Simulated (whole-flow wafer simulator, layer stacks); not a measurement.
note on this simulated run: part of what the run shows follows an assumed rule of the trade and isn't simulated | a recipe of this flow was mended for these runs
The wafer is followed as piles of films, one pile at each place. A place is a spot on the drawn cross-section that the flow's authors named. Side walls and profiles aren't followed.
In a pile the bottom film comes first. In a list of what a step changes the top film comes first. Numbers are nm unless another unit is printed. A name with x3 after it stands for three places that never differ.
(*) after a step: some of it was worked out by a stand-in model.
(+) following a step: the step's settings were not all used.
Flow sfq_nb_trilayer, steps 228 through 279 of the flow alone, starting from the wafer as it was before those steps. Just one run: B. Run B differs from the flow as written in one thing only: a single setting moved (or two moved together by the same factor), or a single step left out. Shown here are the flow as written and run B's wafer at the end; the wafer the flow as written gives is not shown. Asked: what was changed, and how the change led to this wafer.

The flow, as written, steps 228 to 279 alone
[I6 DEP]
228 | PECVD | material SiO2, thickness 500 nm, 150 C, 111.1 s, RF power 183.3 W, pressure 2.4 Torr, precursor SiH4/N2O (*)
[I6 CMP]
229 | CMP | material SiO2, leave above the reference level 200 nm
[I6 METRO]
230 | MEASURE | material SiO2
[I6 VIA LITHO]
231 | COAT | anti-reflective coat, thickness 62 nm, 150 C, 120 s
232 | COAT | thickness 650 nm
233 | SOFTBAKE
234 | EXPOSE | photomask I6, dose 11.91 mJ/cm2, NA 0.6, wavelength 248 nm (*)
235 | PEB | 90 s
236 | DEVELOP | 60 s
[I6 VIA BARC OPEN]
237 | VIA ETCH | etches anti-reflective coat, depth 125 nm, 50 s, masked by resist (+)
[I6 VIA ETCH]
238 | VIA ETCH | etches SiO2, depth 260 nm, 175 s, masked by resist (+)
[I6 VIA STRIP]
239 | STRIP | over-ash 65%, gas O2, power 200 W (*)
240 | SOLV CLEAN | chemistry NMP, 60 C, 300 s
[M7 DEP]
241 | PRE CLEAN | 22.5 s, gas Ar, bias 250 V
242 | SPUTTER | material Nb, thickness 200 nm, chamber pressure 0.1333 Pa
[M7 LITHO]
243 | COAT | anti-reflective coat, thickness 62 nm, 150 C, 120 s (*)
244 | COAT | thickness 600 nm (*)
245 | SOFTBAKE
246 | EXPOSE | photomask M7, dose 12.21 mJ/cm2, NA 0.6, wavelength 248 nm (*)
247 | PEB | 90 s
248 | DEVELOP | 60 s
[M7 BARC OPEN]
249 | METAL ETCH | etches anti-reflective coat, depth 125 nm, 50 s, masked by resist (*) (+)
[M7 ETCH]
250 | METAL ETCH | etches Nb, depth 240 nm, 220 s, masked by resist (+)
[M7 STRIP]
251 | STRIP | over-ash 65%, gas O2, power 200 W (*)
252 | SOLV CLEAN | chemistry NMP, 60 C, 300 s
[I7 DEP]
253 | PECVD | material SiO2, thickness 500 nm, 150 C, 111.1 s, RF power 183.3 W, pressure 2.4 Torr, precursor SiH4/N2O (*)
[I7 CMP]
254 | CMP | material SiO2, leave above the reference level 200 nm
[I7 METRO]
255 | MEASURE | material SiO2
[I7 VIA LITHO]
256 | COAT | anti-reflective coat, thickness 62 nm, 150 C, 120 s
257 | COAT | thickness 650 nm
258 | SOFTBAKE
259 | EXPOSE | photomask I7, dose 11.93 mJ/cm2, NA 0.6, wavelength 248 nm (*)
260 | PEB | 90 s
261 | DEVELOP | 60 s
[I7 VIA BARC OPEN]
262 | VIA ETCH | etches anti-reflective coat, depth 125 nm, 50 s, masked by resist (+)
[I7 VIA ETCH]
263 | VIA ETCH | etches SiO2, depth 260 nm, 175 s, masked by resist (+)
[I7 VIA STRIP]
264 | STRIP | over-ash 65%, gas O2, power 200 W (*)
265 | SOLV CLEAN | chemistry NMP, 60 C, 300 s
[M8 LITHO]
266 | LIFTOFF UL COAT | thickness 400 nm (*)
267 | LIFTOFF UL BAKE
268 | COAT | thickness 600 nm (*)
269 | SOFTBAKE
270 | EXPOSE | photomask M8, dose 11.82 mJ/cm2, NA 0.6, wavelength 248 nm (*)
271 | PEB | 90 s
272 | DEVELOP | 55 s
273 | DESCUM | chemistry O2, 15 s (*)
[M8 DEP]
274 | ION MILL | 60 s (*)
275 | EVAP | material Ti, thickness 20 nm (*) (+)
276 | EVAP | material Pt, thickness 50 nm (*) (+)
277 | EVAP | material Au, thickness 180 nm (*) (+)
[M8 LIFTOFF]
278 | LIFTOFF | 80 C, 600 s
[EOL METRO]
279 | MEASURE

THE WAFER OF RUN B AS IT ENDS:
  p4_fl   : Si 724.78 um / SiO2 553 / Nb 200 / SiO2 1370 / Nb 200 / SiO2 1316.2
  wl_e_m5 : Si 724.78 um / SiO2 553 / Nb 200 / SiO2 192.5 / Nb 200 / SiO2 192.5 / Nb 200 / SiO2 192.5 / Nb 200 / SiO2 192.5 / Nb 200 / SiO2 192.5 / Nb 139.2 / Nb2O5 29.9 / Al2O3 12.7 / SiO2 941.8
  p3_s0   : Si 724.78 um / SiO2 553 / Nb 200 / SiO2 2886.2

The reason: step 228, PECVD: thickness 250 nm was run, though the flow has thickness 500 nm; step 228, PECVD: 55.56 s was run, where the flow has 111.1 s.

Step by step, how the change led to this:
  228 | PECVD | material SiO2, thickness 500 nm, 150 C, 111.1 s, RF power 183.3 W, pressure 2.4 Torr, precursor SiH4/N2O (*)
      field_l, p4_fl, p4_fm and 62 more: SiO2 gains 250 (in the flow as written it would be: SiO2 gains 500)
      v_sur, via_wl, via_w and 21 more: SiO2 gains 250 (new film) (in the flow as written it would be: SiO2 gains 500 (new film))
      (also at 17 further places)
  229 | CMP | material SiO2, leave above the reference level 200 nm
      field_l, p4_fl, p4_fm and 59 more: nothing (in the flow as written it would be: SiO2 loses 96)
      moat, field_r, lsp_l, ln_m5, lsp_m: nothing (in the flow as written it would be: SiO2 loses 89.5)
      (also at 39 further places)
  231 | COAT | anti-reflective coat, thickness 62 nm, 150 C, 120 s
      m0r_line_l, m0r_line_r, m7r_line_l, m7r_line_r: anti-reflective coat gains 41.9 (new film) (in the flow as written it would be: anti-reflective coat gains 62 (new film))
      m0r_space_l, m0r_space_r, m7r_space_l, m7r_space_r: anti-reflective coat gains 90.9 (new film) (in the flow as written it would be: anti-reflective coat gains 62 (new film))
      (also at 90 further places)
  232 | COAT | thickness 650 nm
      m0r_line_l, m0r_line_r, m7r_line_l, m7r_line_r: KrF-resist-other-grade gains 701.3 (new film) (in the flow as written it would be: KrF-resist-other-grade gains 650 (new film))
      via_sp, sp_r: KrF-resist-other-grade gains 614.8 (new film) (in the flow as written it would be: KrF-resist-other-grade gains 650 (new film))
      (also at 62 further places)
  236 | DEVELOP | 60 s
      via_v: KrF-resist-other-grade loses 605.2 (all of it) (in the flow as written it would be: KrF-resist-other-grade loses 648.6 (all of it))
  237 | VIA ETCH | etches anti-reflective coat, depth 125 nm, 50 s, masked by resist (+)
      via_v: anti-reflective coat loses 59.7 (all of it), SiO2 loses 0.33 (in the flow as written it would be: anti-reflective coat loses 62 (all of it), SiO2 loses 0.31)
  239 | STRIP | over-ash 65%, gas O2, power 200 W (*)
      m0r_line_l, m0r_line_r, m7r_line_l, m7r_line_r: KrF-resist-other-grade loses 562 (all of it), anti-reflective coat loses 41.9 (all of it) (in the flow as written it would be: KrF-resist-other-grade loses 510.8 (all of it), anti-reflective coat loses 62 (all of it))
      m0r_space_l, m0r_space_r, m7r_space_l, m7r_space_r: KrF-resist-other-grade loses 522 (all of it), anti-reflective coat loses 90.9 (all of it) (in the flow as written it would be: KrF-resist-other-grade loses 510.8 (all of it), anti-reflective coat loses 62 (all of it))
      (also at 92 further places)
  242 | SPUTTER | material Nb, thickness 200 nm, chamber pressure 0.1333 Pa
      lsp_r, l0_sur, l0v: Nb gains 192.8 (new film) (in the flow as written it would be: Nb gains 200 (new film))
      be: Nb gains 132.3 (new film) (in the flow as written it would be: Nb gains 200 (new film))
      (also at 4 further places)
  243 | COAT | anti-reflective coat, thickness 62 nm, 150 C, 120 s (*)
      wl_a_m6, m0r_line_l, m0r_line_r, m7r_line_l, m7r_line_r: anti-reflective coat gains 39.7 (new film) (in the flow as written it would be: anti-reflective coat gains 62 (new film))
      m0r_space_l, m0r_space_r, m7r_space_l, m7r_space_r: anti-reflective coat gains 89.2 (new film) (in the flow as written it would be: anti-reflective coat gains 62 (new film))
      (also at 89 further places)
  244 | COAT | thickness 600 nm (*)
      m0r_line_l, m0r_line_r, m7r_line_l, m7r_line_r: KrF-resist-other-grade gains 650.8 (new film) (in the flow as written it would be: KrF-resist-other-grade gains 600 (new film))
      p3_l1, wl_e_sr: KrF-resist-other-grade gains 627.7 (new film) (in the flow as written it would be: KrF-resist-other-grade gains 600 (new film))
      (also at 63 further places)
  247 | PEB | 90 s
      be: KrF-resist-other-grade loses 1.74 (in the flow as written it would be: KrF-resist-other-grade loses 1.22)
  248 | DEVELOP | 60 s
      p3_l1, wl_e_sr: KrF-resist-other-grade loses 626.4 (all of it) (in the flow as written it would be: KrF-resist-other-grade loses 598.7 (all of it))
      l0r_line_r, r5r_line_r: KrF-resist-other-grade loses 615.6 (all of it) (in the flow as written it would be: KrF-resist-other-grade loses 598.7 (all of it))
      (also at 29 further places)
  249 | METAL ETCH | etches anti-reflective coat, depth 125 nm, 50 s, masked by resist (*) (+)
      m5r_linepad_l, m5r_linepad_r, m8r_pad_l, m8r_pad_r: anti-reflective coat loses 125 (in the flow as written it would be: anti-reflective coat loses 62 (all of it))
      m0r_space_l, m0r_space_r, m7r_space_l, m7r_space_r: anti-reflective coat loses 89.2 (all of it) (in the flow as written it would be: anti-reflective coat loses 62 (all of it))
      (also at 50 further places)
  250 | METAL ETCH | etches Nb, depth 240 nm, 220 s, masked by resist (+)
      m5r_linepad_l, m5r_linepad_r: anti-reflective coat loses 29 (all of it), Nb loses 200 (all of it), SiO2 loses 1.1 (in the flow as written it would be: Nb loses 200 (all of it), SiO2 loses 4)
      m8r_pad_l, m8r_pad_r: anti-reflective coat loses 16.5 (all of it), Nb loses 200 (all of it), SiO2 loses 2.35 (in the flow as written it would be: Nb loses 200 (all of it), SiO2 loses 4)
      (also at 2 further places)
  251 | STRIP | over-ash 65%, gas O2, power 200 W (*)
      m7r_line_l, m7r_line_r: KrF-resist-other-grade loses 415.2 (all of it), anti-reflective coat loses 39.7 (all of it) (in the flow as written it would be: KrF-resist-other-grade loses 364.6 (all of it), anti-reflective coat loses 62 (all of it))
      v_sur: KrF-resist-other-grade loses 330 (all of it), anti-reflective coat loses 28.8 (all of it) (in the flow as written it would be: KrF-resist-other-grade loses 360.6 (all of it), anti-reflective coat loses 64.6 (all of it))
      (also at 38 further places)
  253 | PECVD | material SiO2, thickness 500 nm, 150 C, 111.1 s, RF power 183.3 W, pressure 2.4 Torr, precursor SiH4/N2O (*)
      wl_c_sl, m6r_space_l, m6r_space_r: SiO2 gains 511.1 (in the flow as written it would be: SiO2 gains 500)
      be: SiO2 gains 343.3 (new film) (in the flow as written it would be: SiO2 gains 500 (new film))
      (also at 2 further places)
  ... another 9 steps ...
  278 | LIFTOFF | 80 C, 600 s
      m0r_line_l, m0r_line_r: Au loses 180 (all of it), Pt loses 50 (all of it), Ti loses 20 (all of it), KrF-resist-other-grade loses 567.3 (all of it), lift-off-underlayer loses 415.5 (all of it) (in the flow as written it would be: Au loses 180 (all of it), Pt loses 50 (all of it), Ti loses 20 (all of it), KrF-resist-other-grade loses 562.7 (all of it), lift-off-underlayer loses 400 (all of it))
      m0r_space_l, m0r_space_r: Au loses 180 (all of it), Pt loses 50 (all of it), Ti loses 20 (all of it), KrF-resist-other-grade loses 563.9 (all of it), lift-off-underlayer loses 419.8 (all of it) (in the flow as written it would be: Au loses 180 (all of it), Pt loses 50 (all of it), Ti loses 20 (all of it), KrF-resist-other-grade loses 562.7 (all of it), lift-off-underlayer loses 400 (all of it))
      (also at 48 further places)
